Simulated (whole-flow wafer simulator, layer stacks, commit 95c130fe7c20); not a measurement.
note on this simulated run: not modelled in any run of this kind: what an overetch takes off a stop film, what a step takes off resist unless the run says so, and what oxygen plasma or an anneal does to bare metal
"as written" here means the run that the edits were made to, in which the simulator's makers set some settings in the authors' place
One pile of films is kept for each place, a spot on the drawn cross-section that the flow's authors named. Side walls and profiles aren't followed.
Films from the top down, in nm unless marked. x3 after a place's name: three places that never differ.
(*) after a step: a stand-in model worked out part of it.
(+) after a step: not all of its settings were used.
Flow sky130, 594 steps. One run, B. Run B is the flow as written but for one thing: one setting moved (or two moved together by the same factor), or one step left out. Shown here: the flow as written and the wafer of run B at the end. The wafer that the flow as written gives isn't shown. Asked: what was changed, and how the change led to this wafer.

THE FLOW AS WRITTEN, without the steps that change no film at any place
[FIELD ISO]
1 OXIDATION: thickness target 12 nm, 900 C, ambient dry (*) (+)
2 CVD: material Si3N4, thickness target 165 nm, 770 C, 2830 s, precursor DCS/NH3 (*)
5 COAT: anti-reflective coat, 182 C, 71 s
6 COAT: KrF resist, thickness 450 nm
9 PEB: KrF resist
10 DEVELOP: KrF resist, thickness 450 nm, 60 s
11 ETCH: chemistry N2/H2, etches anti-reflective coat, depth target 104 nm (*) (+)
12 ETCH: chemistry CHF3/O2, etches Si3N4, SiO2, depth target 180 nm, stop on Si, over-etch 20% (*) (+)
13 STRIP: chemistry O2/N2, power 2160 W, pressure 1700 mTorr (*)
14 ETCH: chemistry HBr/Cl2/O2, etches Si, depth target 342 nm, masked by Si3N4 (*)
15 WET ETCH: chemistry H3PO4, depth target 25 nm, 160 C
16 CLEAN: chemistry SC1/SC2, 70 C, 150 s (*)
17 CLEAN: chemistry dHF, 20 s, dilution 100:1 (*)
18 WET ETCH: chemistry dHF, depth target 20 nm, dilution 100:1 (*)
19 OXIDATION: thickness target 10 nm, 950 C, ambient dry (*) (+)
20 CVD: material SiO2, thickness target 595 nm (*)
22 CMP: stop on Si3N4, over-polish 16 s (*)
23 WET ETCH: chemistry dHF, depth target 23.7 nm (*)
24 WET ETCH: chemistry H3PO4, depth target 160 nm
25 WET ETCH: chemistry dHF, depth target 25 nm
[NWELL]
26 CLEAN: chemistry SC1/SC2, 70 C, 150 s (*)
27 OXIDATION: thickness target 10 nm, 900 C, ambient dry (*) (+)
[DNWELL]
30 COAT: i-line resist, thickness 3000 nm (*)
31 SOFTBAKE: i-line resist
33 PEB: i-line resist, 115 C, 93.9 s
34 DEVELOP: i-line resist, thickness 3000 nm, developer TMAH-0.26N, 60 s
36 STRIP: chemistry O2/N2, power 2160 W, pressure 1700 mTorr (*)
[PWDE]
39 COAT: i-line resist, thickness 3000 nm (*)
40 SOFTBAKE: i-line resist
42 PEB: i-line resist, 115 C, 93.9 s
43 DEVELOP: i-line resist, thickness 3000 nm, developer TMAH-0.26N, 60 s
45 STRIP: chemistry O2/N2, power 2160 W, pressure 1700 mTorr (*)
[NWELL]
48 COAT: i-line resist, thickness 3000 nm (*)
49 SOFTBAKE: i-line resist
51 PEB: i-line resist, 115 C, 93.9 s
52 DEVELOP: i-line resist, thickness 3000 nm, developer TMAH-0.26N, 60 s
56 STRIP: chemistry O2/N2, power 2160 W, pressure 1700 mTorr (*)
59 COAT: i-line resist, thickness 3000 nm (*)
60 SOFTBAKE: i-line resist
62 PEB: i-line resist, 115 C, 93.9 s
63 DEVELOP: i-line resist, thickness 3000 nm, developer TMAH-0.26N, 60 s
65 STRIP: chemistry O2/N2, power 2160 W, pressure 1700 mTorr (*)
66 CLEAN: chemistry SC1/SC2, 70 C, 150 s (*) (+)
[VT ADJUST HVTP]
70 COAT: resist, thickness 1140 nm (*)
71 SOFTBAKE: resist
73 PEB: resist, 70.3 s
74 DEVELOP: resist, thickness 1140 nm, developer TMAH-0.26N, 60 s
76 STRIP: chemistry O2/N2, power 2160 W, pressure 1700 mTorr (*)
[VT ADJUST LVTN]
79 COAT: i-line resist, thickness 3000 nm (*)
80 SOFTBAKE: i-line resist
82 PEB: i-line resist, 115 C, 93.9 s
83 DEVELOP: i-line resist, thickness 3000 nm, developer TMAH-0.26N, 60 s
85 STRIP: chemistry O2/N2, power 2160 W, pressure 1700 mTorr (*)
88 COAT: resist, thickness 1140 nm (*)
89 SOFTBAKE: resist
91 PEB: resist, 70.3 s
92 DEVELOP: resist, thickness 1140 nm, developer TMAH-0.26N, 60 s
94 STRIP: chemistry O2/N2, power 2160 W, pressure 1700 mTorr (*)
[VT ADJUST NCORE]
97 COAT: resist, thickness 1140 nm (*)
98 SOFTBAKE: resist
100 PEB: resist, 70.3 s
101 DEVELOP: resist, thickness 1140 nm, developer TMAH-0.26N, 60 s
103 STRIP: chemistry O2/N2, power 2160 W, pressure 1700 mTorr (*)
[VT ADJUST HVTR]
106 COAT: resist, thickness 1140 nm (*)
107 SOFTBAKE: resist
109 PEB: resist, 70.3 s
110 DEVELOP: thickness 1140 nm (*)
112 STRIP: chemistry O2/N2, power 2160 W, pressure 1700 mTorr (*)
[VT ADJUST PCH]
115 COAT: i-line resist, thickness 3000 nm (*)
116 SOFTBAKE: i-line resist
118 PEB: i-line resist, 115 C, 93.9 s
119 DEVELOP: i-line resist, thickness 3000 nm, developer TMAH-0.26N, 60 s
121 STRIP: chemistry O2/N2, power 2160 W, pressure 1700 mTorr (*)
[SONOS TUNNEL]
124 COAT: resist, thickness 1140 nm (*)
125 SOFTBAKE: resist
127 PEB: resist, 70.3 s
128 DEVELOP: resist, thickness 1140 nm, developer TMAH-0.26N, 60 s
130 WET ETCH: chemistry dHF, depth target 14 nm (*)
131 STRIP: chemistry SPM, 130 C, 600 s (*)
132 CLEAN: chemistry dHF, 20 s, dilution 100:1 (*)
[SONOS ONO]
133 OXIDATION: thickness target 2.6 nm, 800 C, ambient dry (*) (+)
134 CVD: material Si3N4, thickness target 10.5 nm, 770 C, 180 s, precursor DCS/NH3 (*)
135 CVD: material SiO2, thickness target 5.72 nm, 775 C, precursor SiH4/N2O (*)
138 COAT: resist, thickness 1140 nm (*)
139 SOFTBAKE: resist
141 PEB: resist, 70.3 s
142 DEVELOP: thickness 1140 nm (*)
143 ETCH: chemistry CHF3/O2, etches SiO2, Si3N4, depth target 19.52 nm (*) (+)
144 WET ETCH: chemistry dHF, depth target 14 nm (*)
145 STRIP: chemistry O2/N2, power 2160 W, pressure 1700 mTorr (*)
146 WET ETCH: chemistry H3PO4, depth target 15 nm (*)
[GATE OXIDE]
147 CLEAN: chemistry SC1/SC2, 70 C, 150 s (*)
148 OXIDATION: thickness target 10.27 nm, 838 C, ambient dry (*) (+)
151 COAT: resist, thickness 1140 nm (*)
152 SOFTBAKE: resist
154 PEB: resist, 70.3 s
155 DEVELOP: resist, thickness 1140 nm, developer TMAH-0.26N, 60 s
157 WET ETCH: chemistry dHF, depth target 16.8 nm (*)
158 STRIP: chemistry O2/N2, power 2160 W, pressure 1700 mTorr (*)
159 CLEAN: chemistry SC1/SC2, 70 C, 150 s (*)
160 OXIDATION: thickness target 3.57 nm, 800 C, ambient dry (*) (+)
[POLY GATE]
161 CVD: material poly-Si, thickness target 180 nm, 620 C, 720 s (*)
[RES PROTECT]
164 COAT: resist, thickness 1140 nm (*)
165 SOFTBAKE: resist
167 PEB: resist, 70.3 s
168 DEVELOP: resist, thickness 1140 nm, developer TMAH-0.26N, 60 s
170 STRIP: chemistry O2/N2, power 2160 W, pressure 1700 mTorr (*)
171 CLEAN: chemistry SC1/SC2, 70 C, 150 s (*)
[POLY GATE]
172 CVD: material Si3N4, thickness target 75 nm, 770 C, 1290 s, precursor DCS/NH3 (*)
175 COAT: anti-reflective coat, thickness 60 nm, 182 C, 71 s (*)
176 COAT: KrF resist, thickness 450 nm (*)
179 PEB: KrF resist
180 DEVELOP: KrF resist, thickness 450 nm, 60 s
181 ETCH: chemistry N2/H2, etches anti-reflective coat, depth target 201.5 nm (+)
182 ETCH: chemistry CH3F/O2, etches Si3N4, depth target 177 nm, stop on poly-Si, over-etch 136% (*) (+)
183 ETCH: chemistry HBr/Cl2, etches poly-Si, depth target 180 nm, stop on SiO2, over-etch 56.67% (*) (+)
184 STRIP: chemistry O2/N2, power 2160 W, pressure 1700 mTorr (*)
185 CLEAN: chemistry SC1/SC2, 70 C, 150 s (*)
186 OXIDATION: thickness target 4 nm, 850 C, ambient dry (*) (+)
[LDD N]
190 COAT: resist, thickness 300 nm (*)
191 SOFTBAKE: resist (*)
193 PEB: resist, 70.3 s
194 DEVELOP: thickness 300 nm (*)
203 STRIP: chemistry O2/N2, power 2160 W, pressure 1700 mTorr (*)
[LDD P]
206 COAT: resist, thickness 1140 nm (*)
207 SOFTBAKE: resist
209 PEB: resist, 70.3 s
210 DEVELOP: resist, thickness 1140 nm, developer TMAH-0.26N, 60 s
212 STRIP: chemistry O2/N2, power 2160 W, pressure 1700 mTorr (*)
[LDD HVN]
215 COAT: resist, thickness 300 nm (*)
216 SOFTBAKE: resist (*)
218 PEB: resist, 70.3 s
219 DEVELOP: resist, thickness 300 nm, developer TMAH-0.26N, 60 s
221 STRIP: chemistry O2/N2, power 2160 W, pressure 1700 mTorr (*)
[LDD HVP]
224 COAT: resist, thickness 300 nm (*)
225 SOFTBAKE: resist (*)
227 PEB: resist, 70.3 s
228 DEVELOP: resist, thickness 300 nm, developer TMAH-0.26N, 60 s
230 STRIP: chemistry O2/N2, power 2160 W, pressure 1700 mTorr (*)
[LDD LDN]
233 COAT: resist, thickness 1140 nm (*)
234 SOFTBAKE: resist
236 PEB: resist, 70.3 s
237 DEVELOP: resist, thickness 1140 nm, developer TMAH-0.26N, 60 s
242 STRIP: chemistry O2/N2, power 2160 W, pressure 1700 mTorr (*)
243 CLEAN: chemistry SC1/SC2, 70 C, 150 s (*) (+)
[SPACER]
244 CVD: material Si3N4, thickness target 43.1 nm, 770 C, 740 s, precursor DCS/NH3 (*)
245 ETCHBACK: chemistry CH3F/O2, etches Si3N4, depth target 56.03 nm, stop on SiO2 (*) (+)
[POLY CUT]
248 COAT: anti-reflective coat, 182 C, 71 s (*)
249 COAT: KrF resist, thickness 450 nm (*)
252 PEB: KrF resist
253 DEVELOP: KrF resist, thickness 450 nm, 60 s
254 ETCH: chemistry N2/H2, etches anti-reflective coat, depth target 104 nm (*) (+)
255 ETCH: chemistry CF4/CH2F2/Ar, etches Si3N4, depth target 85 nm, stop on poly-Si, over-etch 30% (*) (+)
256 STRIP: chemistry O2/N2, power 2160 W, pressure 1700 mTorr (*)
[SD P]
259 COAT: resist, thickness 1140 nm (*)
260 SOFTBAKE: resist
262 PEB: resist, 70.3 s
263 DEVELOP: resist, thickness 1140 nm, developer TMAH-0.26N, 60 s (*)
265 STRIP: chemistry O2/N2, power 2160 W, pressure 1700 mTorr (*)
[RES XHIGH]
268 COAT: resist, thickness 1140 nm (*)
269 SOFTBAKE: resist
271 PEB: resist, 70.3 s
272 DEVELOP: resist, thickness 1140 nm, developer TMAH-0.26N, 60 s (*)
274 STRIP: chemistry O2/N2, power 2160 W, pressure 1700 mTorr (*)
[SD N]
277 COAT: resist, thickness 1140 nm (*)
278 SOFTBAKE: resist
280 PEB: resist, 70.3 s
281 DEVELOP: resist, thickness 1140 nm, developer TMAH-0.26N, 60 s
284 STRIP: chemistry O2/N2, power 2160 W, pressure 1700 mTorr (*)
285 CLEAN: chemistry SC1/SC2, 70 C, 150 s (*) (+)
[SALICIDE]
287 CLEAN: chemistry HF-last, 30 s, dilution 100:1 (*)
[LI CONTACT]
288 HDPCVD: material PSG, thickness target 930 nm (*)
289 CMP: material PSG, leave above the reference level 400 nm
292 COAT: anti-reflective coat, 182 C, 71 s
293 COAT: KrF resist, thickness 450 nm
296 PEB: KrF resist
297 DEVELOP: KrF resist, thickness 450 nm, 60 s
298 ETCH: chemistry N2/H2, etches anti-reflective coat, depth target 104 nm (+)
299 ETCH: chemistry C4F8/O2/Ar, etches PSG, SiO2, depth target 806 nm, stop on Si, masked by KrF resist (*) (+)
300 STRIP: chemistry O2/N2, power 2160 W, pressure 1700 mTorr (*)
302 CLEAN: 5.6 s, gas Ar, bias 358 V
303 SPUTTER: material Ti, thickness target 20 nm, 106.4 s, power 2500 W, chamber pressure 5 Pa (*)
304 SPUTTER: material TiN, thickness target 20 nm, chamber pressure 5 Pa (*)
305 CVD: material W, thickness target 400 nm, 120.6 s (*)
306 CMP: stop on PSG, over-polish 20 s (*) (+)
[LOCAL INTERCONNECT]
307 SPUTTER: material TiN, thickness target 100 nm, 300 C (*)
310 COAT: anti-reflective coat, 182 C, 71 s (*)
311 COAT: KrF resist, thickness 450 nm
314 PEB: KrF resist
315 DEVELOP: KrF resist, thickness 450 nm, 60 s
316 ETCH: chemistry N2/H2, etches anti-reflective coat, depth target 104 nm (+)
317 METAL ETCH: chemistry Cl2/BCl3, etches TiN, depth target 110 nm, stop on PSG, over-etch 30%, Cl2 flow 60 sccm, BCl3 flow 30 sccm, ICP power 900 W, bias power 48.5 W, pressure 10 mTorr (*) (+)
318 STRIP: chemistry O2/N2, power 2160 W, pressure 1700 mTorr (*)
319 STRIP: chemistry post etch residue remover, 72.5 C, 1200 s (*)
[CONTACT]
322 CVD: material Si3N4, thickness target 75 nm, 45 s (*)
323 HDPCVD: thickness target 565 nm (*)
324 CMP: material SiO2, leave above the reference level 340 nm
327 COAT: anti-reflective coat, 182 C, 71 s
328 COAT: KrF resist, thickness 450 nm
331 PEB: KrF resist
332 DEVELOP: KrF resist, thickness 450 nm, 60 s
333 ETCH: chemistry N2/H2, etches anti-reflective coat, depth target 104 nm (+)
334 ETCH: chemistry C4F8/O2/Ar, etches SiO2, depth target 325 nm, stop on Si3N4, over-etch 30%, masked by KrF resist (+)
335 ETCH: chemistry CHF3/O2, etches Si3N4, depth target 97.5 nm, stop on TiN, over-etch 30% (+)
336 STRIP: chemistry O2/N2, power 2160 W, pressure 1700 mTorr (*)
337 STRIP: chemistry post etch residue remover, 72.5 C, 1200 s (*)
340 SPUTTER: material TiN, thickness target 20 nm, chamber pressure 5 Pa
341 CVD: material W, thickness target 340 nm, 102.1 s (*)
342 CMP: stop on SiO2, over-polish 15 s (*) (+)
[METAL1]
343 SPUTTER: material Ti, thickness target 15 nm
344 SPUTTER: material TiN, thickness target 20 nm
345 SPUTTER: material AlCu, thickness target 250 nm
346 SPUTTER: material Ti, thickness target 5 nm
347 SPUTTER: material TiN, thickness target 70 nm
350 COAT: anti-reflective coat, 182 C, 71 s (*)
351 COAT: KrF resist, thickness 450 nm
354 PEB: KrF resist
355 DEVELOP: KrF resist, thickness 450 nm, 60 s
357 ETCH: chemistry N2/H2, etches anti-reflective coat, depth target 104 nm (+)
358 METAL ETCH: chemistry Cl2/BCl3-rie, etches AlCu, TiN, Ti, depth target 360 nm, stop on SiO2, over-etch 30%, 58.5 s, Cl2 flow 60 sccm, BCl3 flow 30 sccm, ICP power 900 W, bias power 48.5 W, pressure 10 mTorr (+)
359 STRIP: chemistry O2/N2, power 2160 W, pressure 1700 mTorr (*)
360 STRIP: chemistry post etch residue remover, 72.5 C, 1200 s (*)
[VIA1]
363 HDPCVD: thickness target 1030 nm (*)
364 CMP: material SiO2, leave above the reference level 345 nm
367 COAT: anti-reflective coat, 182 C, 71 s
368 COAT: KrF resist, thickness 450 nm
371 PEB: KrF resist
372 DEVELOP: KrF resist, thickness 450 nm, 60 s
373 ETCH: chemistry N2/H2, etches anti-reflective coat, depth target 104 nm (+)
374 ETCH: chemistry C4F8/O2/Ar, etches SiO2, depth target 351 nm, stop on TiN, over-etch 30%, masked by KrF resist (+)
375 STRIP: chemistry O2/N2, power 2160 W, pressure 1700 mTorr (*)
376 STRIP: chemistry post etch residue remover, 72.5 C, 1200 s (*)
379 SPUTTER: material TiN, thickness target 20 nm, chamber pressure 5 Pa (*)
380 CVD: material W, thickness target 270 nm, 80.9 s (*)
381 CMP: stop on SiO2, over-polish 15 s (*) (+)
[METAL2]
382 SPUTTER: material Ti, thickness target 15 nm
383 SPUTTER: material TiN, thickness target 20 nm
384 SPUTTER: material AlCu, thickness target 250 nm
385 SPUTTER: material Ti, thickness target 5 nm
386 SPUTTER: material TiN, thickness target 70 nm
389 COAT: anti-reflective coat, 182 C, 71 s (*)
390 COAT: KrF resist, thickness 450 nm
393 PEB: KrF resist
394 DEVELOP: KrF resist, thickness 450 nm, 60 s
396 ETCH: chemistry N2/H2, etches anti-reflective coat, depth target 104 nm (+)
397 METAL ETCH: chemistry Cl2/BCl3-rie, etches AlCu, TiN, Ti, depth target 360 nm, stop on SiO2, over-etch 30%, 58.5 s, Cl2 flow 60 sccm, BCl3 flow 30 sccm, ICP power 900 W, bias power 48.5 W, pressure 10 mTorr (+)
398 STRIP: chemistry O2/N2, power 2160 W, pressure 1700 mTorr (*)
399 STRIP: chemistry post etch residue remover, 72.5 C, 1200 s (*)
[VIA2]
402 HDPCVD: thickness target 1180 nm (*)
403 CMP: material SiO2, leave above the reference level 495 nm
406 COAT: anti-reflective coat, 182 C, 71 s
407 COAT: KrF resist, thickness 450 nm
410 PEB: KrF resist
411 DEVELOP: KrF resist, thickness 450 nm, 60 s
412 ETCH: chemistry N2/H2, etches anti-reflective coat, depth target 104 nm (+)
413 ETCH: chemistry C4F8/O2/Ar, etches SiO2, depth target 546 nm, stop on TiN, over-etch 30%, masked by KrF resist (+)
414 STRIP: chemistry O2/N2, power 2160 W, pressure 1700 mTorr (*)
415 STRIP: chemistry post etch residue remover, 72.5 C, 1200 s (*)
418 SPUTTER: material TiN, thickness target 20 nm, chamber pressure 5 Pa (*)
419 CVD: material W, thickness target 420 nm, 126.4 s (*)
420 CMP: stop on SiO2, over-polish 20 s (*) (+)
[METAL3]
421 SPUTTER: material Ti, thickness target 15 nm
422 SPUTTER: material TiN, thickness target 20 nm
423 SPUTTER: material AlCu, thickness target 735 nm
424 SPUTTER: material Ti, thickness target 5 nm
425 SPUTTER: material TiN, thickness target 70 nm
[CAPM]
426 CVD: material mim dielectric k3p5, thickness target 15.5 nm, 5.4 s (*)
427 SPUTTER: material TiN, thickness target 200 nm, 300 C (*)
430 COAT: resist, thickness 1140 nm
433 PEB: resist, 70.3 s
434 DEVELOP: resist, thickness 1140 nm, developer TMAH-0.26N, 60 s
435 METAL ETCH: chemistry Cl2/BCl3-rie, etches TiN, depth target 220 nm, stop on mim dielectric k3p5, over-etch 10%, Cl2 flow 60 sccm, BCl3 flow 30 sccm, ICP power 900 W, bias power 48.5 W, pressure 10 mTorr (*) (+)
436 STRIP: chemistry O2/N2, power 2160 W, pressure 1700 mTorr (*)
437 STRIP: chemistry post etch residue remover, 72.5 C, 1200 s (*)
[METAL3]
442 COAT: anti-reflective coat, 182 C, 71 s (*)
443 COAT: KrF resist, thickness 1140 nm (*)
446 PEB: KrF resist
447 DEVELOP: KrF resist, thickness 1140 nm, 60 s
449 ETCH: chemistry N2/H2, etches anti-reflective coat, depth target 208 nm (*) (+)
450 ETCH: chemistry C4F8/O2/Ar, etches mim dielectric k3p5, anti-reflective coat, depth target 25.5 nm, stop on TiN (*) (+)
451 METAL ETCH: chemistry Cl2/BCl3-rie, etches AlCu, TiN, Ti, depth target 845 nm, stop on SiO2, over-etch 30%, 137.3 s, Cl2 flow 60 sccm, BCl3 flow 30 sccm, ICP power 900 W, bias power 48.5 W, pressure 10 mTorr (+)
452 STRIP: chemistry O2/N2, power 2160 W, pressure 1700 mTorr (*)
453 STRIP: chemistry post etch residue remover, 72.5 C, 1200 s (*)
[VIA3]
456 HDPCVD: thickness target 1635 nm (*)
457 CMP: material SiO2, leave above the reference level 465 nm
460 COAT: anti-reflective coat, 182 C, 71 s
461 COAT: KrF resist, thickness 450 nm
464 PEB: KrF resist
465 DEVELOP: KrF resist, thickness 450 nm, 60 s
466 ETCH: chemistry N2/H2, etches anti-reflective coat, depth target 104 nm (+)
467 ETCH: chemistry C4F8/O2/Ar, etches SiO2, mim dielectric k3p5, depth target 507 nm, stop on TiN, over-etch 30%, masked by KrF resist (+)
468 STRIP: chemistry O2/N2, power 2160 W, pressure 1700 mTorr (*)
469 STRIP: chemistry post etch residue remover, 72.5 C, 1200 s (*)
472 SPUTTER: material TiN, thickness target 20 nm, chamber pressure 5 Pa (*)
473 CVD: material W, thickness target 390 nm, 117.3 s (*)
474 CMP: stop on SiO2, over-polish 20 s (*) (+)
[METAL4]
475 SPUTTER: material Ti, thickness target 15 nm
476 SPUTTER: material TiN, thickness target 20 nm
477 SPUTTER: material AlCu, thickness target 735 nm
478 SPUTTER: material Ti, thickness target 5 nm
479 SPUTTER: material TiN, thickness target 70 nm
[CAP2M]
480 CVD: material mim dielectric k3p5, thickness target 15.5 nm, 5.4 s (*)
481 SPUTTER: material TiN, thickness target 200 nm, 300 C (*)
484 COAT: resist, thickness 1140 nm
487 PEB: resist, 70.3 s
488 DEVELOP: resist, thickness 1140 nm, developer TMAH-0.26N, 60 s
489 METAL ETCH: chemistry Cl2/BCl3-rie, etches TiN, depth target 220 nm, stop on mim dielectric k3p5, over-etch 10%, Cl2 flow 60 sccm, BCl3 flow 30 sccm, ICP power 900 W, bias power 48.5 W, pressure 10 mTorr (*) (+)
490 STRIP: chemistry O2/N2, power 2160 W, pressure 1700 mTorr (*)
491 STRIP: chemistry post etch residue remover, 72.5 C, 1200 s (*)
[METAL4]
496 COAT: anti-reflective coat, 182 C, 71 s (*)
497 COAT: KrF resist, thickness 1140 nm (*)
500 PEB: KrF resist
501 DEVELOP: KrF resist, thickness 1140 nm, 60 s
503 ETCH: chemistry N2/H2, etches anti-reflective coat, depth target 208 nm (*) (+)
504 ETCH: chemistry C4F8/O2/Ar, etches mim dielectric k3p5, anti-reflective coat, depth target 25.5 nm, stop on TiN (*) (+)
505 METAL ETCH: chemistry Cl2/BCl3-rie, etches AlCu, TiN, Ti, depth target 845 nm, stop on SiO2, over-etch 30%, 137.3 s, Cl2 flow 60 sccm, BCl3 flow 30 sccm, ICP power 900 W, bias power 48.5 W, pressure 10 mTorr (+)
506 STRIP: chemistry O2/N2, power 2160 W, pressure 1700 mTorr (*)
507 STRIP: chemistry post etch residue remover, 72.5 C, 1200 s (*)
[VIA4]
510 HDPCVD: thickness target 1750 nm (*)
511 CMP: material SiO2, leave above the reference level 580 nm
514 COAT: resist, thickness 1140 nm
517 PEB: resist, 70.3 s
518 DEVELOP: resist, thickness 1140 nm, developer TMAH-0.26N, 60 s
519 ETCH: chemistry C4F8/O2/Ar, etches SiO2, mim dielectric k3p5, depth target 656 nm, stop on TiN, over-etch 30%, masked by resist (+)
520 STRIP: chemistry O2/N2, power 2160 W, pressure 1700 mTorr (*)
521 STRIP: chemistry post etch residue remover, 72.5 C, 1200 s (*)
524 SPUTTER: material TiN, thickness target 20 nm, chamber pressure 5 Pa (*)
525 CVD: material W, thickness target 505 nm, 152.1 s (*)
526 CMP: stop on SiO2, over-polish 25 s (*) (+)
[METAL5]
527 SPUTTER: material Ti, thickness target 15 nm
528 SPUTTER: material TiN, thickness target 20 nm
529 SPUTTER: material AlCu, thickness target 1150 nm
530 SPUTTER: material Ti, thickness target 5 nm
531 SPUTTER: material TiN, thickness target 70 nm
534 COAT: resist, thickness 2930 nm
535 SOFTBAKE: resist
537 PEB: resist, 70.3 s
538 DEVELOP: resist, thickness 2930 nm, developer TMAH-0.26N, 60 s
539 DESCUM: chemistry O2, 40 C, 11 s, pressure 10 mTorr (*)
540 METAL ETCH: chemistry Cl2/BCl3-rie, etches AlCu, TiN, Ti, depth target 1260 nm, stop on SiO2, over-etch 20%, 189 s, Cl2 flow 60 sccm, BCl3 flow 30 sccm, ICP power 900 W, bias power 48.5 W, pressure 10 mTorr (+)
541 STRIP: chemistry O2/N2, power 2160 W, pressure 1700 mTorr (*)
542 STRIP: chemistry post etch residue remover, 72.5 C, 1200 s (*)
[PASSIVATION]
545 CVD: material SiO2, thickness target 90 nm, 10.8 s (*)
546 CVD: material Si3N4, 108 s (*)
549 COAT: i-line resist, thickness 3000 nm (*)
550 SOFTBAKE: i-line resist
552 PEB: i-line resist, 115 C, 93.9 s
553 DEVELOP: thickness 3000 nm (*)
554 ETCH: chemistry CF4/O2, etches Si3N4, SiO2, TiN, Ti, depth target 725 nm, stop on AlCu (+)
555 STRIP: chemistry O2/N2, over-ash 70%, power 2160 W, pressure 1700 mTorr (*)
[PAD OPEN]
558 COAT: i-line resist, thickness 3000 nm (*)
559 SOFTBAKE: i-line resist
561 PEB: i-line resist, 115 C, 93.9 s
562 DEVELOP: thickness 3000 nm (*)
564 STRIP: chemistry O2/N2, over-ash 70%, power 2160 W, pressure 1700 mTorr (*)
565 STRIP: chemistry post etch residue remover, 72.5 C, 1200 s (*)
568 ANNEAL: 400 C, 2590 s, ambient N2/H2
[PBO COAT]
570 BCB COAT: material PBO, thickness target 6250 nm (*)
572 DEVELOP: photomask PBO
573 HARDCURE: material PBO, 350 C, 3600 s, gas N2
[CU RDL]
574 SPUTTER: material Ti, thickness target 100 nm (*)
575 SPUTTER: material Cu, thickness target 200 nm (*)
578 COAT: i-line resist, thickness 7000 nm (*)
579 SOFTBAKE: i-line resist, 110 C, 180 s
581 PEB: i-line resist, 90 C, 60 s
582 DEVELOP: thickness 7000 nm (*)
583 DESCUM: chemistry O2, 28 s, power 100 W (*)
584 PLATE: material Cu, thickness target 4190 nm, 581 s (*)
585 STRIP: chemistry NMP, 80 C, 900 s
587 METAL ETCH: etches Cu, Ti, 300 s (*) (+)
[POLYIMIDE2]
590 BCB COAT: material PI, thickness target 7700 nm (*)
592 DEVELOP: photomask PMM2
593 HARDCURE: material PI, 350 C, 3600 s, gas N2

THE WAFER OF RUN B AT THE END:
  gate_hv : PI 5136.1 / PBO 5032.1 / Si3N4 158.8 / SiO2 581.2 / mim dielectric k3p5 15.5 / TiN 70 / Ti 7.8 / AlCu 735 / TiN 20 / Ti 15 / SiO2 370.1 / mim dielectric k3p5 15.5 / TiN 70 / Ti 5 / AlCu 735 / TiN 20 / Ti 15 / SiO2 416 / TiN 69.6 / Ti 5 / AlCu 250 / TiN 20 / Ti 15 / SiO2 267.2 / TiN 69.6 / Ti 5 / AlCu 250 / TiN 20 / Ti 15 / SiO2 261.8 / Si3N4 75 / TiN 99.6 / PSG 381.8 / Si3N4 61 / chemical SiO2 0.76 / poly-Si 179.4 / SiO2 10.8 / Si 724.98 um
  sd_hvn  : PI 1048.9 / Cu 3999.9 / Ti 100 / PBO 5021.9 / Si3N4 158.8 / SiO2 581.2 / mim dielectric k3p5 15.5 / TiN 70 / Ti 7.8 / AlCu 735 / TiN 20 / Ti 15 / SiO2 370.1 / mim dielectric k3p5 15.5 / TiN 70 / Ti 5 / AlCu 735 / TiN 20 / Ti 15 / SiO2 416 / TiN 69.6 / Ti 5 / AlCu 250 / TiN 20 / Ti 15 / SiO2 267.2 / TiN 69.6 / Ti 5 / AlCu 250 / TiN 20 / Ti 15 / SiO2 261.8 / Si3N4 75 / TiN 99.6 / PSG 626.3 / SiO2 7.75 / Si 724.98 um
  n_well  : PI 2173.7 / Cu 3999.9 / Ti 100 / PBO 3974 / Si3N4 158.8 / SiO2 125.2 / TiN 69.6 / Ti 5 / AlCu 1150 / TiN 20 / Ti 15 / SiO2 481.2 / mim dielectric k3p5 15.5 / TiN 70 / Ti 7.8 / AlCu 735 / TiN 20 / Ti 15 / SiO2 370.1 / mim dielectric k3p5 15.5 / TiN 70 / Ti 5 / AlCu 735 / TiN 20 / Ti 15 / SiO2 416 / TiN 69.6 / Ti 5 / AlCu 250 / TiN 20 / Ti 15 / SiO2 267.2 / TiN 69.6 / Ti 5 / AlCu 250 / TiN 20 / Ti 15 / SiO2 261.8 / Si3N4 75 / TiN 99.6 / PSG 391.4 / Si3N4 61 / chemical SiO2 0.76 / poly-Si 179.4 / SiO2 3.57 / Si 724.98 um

The cause: step 478, SPUTTER: thickness target 7.8 nm was run, where the flow has thickness target 5 nm.
It can be read off the wafer: gate_hv has Ti 7.8, and step 478 as written asks for 5 nm.

How the change led to this, step by step:
  478 SPUTTER: material Ti, thickness target 5 nm
      field, active, n_well and 189 more: Ti +7.8 (new film) (as written it would be: Ti +5 (new film))
  505 METAL ETCH: chemistry Cl2/BCl3-rie, etches AlCu, TiN, Ti, depth target 845 nm, stop on SiO2, over-etch 30%, 137.3 s, Cl2 flow 60 sccm, BCl3 flow 30 sccm, ICP power 900 W, bias power 48.5 W, pressure 10 mTorr (+)
      field, gate, spacer and 68 more: TiN -70 (all of it), Ti -7.8 (all of it), AlCu -735 (all of it), TiN -20 (all of it), Ti -15 (all of it), SiO2 -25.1 (as written it would be: TiN -70 (all of it), Ti -5 (all of it), AlCu -735 (all of it), TiN -20 (all of it), Ti -15 (all of it), SiO2 -25.4)
      active, vpp_iso1, mim_edge_plate and 14 more: TiN -70 (all of it), Ti -7.8 (all of it), AlCu -735 (all of it), TiN -20 (all of it), Ti -15 (all of it), SiO2 -25.1 (as written it would be: TiN -70 (all of it), Ti -5 (all of it), AlCu -735 (all of it), TiN -20 (all of it), Ti -15 (all of it), SiO2 -25.3)
